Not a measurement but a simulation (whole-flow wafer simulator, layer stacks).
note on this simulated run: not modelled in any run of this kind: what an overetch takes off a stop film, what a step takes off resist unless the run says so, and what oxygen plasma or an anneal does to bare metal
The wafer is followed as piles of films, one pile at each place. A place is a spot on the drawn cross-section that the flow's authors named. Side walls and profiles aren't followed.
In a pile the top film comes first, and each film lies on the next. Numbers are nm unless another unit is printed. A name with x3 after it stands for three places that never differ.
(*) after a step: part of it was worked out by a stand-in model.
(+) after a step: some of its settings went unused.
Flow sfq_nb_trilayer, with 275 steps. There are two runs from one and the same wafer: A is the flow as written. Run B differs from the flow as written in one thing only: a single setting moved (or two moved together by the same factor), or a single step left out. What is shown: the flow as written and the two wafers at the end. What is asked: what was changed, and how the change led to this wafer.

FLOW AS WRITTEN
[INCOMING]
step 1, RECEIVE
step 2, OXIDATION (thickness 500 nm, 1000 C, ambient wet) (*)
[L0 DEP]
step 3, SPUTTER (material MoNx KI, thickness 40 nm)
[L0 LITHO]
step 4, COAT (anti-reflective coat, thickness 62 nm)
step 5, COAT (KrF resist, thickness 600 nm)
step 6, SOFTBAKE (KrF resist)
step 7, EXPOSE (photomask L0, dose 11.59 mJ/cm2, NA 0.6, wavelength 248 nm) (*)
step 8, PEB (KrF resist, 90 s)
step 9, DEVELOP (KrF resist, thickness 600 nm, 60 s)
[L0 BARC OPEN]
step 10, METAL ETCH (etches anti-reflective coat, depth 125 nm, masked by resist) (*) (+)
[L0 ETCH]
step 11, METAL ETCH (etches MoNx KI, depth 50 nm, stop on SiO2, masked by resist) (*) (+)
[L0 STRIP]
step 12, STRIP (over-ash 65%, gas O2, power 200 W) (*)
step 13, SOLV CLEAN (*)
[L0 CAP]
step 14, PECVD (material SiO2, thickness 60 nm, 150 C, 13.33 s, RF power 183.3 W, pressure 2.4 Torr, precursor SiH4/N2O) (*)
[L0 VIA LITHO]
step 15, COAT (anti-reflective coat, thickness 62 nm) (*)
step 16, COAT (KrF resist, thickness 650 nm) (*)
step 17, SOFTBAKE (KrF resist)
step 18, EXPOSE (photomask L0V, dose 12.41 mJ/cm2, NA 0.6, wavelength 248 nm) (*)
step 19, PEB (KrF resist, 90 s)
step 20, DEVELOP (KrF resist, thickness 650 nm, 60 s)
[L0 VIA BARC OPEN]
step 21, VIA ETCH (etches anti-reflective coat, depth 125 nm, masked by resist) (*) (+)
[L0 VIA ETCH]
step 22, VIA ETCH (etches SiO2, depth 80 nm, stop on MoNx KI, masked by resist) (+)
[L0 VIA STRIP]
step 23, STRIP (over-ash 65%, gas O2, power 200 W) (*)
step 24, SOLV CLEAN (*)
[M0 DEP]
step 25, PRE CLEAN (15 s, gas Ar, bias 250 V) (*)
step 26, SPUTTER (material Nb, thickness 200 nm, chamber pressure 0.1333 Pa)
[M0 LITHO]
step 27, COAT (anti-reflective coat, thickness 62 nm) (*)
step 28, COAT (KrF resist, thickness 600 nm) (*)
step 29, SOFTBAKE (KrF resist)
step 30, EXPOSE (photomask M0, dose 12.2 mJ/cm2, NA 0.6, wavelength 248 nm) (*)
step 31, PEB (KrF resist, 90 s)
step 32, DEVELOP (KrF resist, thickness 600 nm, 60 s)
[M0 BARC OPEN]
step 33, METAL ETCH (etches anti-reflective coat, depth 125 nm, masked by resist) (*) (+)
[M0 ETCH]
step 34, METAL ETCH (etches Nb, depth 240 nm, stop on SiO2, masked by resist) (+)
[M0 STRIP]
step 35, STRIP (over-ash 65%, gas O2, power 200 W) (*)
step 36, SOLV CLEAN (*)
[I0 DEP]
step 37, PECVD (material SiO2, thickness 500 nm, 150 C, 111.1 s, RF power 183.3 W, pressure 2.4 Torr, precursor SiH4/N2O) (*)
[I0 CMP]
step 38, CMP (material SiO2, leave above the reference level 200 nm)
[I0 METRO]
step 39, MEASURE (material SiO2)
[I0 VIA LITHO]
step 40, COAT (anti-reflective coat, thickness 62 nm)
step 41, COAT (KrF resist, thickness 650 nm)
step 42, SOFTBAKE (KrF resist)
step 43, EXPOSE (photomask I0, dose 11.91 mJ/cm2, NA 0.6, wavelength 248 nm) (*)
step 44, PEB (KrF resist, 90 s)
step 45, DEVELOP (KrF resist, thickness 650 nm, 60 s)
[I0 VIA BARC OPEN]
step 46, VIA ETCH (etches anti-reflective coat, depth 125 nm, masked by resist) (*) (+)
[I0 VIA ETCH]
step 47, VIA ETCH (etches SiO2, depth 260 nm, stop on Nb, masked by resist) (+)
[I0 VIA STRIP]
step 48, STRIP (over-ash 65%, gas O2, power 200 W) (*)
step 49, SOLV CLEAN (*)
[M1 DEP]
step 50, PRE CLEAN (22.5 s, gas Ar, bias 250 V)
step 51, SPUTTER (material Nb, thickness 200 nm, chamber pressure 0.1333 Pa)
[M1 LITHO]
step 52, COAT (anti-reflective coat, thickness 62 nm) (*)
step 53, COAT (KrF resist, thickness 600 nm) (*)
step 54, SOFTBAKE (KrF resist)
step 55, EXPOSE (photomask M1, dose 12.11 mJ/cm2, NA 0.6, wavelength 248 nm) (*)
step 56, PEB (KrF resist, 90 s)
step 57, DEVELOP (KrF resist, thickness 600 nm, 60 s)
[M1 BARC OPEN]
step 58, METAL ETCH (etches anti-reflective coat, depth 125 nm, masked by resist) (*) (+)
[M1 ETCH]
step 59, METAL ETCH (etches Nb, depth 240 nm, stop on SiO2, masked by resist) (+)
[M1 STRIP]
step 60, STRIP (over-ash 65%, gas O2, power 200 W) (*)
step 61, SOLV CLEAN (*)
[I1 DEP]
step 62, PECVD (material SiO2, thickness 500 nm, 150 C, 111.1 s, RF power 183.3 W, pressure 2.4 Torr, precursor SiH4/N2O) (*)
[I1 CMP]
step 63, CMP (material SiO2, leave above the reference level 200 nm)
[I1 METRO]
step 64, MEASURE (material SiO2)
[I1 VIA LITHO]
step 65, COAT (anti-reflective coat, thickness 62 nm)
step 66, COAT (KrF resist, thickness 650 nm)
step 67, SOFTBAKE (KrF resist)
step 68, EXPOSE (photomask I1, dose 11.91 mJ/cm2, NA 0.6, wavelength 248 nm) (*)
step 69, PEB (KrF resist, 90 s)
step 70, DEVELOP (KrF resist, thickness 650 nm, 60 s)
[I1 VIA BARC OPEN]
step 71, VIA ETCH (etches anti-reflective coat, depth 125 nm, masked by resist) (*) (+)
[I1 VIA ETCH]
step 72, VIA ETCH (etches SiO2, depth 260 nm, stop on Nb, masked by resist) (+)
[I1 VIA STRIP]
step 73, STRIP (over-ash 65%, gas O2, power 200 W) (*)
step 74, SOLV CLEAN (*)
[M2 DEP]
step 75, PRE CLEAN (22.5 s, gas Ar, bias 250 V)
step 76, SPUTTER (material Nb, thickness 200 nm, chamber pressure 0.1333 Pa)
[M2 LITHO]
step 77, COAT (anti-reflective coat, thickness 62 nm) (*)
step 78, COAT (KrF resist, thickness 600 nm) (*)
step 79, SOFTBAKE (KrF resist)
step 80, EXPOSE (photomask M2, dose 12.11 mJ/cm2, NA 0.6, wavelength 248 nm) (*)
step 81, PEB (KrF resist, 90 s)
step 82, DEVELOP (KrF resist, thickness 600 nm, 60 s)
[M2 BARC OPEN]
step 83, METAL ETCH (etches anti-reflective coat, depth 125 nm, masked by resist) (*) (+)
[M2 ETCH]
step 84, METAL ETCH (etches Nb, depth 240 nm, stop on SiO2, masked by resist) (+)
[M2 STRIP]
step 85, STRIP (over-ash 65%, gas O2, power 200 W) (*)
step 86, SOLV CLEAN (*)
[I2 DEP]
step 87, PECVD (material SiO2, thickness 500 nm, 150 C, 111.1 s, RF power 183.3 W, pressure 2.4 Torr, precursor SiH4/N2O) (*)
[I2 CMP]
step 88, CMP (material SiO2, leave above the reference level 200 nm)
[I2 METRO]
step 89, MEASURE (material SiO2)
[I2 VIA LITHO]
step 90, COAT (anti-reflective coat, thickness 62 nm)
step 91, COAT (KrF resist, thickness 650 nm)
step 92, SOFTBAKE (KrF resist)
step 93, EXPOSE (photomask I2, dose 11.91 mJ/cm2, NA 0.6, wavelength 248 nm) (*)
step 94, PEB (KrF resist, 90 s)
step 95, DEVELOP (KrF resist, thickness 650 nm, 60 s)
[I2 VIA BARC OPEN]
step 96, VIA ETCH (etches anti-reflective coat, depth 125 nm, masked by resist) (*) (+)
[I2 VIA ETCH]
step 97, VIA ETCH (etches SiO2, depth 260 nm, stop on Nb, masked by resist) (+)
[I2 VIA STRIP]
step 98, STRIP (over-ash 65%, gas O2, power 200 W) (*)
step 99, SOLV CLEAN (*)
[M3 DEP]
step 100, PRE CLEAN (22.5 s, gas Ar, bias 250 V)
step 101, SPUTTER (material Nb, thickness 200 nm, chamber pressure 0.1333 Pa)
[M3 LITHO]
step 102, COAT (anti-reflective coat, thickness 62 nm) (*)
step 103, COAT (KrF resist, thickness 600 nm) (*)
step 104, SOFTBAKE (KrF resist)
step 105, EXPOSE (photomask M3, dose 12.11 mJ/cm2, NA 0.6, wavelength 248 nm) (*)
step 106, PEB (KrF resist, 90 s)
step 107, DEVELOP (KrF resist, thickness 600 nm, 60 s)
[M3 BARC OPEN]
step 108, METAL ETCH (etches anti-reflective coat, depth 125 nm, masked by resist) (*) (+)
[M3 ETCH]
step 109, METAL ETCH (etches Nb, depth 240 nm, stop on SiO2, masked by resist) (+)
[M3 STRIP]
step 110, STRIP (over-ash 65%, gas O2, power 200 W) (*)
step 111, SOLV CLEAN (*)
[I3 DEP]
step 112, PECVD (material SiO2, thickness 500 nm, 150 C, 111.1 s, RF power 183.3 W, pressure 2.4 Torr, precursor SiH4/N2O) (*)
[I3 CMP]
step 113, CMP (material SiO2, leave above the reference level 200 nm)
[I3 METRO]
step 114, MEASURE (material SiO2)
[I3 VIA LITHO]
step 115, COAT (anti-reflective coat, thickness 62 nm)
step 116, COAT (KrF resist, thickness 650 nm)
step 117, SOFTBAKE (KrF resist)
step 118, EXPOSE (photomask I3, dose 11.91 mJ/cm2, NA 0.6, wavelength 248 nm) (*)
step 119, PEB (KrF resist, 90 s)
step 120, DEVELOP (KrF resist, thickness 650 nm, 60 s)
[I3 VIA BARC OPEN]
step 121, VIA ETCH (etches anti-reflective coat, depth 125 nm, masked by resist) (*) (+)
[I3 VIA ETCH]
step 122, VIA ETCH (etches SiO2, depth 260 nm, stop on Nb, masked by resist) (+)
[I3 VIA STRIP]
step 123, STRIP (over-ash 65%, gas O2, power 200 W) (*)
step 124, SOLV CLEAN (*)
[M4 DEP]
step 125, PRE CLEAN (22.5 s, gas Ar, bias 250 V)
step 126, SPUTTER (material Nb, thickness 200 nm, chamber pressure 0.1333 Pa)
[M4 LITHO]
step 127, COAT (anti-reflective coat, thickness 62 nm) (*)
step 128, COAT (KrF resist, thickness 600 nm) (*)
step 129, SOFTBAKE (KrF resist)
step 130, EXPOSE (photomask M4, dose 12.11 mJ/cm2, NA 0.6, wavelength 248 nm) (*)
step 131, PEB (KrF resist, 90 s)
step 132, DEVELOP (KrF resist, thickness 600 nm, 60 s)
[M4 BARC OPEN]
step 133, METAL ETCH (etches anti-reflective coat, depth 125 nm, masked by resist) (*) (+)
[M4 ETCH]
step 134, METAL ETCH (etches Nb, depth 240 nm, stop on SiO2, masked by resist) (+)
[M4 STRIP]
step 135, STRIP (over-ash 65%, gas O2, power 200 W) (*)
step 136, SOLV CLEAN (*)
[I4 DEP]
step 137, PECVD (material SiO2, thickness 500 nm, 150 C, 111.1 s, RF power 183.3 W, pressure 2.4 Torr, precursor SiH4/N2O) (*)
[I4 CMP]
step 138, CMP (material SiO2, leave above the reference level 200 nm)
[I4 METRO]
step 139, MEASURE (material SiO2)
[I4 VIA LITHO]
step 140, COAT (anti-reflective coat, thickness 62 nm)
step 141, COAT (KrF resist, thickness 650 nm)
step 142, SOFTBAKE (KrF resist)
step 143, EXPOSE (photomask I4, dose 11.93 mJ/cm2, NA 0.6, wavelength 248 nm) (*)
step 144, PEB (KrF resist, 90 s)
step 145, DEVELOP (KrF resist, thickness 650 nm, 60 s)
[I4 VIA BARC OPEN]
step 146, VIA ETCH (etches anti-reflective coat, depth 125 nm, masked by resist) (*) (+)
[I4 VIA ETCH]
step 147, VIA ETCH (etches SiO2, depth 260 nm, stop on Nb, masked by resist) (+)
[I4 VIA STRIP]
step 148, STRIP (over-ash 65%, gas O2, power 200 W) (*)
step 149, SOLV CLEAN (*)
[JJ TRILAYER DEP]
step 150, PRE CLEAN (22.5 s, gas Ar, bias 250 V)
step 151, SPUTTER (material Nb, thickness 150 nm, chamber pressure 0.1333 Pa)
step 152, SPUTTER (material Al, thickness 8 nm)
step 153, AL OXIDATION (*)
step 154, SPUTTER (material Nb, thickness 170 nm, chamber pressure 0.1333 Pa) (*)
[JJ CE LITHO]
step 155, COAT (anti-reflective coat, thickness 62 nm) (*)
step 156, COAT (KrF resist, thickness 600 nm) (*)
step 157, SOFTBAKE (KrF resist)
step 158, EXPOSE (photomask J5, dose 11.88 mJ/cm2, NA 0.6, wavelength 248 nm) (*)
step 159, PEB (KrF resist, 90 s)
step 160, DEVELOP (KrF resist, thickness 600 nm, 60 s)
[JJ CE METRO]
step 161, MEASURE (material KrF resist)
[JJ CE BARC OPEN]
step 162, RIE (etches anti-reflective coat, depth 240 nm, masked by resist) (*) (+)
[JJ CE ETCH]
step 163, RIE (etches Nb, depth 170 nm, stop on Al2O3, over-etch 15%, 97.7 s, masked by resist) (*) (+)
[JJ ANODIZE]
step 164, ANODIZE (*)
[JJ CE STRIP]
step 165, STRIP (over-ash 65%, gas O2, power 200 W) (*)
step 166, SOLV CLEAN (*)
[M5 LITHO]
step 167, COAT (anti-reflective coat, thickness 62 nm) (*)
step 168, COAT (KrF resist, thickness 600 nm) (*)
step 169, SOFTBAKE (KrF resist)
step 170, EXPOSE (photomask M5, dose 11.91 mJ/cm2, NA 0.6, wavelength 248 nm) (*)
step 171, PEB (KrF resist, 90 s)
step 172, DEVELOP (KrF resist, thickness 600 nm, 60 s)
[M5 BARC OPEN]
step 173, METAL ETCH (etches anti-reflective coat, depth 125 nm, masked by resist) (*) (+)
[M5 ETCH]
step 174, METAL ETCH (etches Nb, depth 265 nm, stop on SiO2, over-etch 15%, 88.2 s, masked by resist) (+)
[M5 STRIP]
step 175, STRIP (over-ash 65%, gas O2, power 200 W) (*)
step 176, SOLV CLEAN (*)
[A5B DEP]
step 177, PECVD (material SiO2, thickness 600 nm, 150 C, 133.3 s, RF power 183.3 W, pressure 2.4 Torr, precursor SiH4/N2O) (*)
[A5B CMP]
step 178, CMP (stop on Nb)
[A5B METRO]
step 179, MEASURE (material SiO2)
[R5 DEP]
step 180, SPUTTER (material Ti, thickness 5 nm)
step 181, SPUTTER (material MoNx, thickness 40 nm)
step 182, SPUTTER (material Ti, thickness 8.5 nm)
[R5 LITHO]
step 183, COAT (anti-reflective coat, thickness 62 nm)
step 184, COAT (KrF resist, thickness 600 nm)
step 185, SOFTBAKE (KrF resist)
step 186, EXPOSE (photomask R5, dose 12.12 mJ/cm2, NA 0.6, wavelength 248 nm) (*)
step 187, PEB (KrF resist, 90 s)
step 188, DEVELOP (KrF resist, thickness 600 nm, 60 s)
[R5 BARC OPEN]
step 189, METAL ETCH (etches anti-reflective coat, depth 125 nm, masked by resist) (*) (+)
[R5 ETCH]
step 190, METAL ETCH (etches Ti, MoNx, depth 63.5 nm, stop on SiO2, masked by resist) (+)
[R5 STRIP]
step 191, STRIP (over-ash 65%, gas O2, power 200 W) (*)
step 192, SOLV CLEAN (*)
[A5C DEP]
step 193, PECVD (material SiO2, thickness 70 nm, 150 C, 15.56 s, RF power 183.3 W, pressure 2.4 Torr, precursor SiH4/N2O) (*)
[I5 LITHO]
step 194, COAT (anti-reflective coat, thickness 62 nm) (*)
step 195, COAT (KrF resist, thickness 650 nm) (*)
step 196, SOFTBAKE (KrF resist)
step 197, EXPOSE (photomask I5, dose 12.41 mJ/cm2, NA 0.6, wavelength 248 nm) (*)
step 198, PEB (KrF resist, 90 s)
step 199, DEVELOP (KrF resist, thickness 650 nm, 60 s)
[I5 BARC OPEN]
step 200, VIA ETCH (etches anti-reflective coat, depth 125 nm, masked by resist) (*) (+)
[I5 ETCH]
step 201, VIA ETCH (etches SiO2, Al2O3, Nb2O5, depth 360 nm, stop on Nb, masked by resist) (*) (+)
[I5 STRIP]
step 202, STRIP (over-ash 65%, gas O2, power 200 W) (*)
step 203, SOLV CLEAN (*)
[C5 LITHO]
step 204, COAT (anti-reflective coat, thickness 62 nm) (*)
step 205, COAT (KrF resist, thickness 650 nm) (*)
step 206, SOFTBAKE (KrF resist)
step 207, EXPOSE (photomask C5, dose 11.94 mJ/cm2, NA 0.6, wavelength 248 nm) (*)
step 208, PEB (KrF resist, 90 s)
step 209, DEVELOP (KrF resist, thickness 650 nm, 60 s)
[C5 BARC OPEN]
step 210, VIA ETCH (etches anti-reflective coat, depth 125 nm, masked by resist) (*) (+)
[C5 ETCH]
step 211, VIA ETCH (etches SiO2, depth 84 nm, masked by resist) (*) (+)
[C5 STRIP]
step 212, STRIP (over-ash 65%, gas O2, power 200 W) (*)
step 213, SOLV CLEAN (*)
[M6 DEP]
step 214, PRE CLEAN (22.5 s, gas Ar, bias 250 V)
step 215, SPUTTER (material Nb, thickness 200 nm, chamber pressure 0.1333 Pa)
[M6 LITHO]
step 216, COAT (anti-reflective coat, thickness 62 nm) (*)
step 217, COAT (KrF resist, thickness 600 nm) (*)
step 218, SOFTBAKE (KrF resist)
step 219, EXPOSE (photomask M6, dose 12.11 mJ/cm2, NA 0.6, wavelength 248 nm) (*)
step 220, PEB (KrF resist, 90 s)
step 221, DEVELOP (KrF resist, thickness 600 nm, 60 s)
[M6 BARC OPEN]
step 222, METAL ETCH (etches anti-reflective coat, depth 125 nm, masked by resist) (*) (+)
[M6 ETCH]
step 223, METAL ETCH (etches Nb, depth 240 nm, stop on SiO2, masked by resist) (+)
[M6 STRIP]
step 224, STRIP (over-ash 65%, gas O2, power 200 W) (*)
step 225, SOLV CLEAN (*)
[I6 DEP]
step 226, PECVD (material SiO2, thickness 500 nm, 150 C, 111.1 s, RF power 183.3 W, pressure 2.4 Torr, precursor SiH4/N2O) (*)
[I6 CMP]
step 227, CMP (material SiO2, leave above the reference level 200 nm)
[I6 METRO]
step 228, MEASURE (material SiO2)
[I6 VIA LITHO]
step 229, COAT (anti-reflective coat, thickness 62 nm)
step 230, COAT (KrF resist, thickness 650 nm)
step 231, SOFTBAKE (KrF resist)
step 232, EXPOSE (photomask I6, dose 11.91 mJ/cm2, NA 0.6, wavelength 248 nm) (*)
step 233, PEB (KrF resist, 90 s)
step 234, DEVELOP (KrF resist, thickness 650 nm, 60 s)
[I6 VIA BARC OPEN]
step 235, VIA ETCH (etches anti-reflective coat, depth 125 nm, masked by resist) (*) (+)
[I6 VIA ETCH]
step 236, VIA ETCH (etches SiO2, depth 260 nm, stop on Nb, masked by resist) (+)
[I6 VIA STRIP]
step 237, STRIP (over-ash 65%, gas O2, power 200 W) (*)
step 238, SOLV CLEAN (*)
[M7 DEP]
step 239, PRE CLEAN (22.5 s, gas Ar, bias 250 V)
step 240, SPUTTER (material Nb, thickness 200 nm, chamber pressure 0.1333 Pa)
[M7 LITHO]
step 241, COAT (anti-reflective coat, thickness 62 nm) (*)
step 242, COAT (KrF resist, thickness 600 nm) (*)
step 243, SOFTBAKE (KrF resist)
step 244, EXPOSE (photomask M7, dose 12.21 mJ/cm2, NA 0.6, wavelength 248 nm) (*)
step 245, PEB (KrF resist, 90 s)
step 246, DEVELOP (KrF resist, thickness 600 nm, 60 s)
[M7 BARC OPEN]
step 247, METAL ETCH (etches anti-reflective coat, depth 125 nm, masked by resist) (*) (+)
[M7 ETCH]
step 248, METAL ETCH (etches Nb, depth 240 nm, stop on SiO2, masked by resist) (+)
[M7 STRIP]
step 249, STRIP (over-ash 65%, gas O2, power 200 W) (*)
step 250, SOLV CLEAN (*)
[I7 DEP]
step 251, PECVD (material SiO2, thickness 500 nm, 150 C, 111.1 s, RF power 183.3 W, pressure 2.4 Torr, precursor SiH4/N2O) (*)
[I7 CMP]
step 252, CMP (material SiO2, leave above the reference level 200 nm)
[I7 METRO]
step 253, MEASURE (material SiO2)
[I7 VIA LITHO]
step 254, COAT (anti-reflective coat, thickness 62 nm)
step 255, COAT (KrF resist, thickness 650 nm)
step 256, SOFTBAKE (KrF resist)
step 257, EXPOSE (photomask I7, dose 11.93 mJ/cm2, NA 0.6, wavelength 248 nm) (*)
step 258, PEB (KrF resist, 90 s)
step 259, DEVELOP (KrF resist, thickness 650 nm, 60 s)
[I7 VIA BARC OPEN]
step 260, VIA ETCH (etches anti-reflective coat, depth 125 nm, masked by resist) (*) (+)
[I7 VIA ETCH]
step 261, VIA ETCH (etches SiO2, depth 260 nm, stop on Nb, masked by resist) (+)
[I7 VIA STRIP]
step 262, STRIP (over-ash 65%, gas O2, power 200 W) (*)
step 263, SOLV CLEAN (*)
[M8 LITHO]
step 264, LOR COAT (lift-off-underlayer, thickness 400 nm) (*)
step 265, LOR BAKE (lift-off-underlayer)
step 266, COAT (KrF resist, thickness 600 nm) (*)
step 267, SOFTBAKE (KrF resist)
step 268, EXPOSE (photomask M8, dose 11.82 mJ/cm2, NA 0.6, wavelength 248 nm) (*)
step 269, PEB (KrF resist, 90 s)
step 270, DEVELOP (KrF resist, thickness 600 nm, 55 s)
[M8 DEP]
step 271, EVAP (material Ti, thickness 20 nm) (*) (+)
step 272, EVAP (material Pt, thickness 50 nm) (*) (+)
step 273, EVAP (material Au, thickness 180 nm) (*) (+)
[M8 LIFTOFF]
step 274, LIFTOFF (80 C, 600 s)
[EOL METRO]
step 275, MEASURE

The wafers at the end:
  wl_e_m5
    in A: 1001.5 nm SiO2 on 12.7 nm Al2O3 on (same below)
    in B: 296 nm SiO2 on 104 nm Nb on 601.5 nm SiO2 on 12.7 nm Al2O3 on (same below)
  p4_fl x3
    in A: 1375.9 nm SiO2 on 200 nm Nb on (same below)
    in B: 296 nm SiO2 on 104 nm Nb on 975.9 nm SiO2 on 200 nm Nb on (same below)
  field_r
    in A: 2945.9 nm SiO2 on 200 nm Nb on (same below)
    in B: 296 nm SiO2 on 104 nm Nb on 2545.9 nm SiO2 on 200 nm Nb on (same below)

The reason: step 248, METAL ETCH: depth 96 nm was run, though the flow has depth 240 nm.

How this came from the change, step by step:
  step 248, METAL ETCH (etches Nb, depth 240 nm, stop on SiO2, masked by resist) (+)
      field_l, field_r, lsp_l and 62 more: A -200 Nb (all of it) | B -96 Nb
      v_sur, via_wl, via_w and 38 more: A -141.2 KrF resist | B -56.5 KrF resist
  step 249, STRIP (over-ash 65%, gas O2, power 200 W) (*)
      wl_j_sl, wl_jj, wl_j_sr and 14 more: A -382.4 KrF resist (all of it), -62 anti-reflective coat (all of it) | B -467.1 KrF resist (all of it), -62 anti-reflective coat (all of it)
      ln_m5, lsp_m, ln_m6: A -381.9 KrF resist (all of it), -61.8 anti-reflective coat (all of it) | B -466.6 KrF resist (all of it), -61.8 anti-reflective coat (all of it)
      (also at 21 further places)
  step 251, PECVD (material SiO2, thickness 500 nm, 150 C, 111.1 s, RF power 183.3 W, pressure 2.4 Torr, precursor SiH4/N2O) (*)
      field_l, p4_fl x3, p4_w1 x9 and 46 more: A +500 SiO2 | B +500 SiO2 (new film)
      field_r, lsp_l: A +477.7 SiO2 | B +489.3 SiO2 (new film)
      (also at 4 further places)
  step 252, CMP (material SiO2, leave above the reference level 200 nm)
      field_l, p4_fl x3, p4_w1 x9 and 46 more: A -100 SiO2 | B -204 SiO2
      field_r, lsp_l: A -77.7 SiO2 | B -193.3 SiO2
      (also at 4 further places)
With metal films that touch counted as one body, wl_e_m5 has 7 bodies (between them, from the top down: SiO2 601.5 / Al2O3 12.7 / Nb2O5 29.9; SiO2 192.5; SiO2 192.5; SiO2 192.5; SiO2 192.5; SiO2 192.5); the flow as written gives 6 bodies (between them, from the top down: SiO2 192.5; SiO2 192.5; SiO2 192.5; SiO2 192.5; SiO2 192.5).
With metal films that touch counted as one body, p4_fl x3 has 3 bodies (between them, from the top down: SiO2 975.9; SiO2 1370); the flow as written gives 2 bodies (between them, from the top down: SiO2 1370).
With metal films that touch counted as one body, field_r has 2 bodies (between them, from the top down: SiO2 2545.9); the flow as written gives 1 body.
